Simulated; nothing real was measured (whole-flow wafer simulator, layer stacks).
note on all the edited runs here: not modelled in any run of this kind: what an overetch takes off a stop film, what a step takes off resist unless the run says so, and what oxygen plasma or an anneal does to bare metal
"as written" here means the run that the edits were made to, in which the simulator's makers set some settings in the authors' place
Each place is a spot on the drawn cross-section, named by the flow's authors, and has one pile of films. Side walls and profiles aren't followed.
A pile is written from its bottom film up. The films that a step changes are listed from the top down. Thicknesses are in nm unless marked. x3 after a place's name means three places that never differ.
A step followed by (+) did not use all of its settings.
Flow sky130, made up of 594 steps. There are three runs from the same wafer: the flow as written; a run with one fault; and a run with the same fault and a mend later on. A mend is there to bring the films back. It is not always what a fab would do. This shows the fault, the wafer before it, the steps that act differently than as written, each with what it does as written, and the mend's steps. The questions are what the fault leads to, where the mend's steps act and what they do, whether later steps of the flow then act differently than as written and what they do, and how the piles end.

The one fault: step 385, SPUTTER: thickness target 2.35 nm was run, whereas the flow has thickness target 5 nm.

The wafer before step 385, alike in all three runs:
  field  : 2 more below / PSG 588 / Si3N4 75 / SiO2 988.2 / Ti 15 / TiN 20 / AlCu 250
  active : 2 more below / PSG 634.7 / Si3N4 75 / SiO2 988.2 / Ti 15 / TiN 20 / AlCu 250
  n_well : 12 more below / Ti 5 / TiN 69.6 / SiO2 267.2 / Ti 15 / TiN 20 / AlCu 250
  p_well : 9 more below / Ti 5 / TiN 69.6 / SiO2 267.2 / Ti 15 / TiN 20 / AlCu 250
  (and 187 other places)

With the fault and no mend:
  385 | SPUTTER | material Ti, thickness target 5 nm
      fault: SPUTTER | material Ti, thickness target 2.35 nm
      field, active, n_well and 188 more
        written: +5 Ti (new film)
        fault: +2.35 Ti (new film)
  Steps further on in the flow that do not act as written (21 more steps, not shown, differ only slightly: by at most 2% or 0.5 nm, whichever is larger):
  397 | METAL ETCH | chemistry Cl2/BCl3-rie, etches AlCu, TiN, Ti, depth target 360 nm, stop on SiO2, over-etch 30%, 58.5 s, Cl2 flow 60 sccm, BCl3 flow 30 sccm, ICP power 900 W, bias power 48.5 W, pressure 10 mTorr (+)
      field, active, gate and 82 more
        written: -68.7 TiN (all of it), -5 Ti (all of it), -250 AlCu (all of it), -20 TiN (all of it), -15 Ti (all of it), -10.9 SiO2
        fault: -68.7 TiN (all of it), -2.35 Ti (all of it), -250 AlCu (all of it), -20 TiN (all of it), -15 Ti (all of it), -11.2 SiO2
  By the end, the piles at n_well, p_well, gate_hv and 103 more depart from the flow's by more than 2% or 0.5 nm, whichever is larger.
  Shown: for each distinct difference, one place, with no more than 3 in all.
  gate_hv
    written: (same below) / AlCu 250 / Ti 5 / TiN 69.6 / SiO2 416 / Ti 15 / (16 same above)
    fault: (same below) / AlCu 250 / Ti 2.35 / TiN 69.6 / SiO2 418.7 / Ti 15 / (16 same above)
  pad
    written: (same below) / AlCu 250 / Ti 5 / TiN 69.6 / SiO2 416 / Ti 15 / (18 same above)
    fault: (same below) / AlCu 250 / Ti 2.35 / TiN 69.6 / SiO2 418.7 / Ti 15 / (18 same above)
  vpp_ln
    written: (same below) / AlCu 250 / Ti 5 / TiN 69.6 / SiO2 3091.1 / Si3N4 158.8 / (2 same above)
    fault: (same below) / AlCu 250 / Ti 2.35 / TiN 69.6 / SiO2 3093.8 / Si3N4 158.8 / (2 same above)

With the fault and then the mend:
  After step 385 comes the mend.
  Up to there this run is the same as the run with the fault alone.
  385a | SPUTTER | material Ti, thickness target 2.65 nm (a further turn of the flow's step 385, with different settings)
      field, active, n_well and 188 more
        +2.65 Ti
  None of the later steps of the flow acts differently than as written at any place that is followed.
  At every place that both follow, the piles at the end match the flow's.
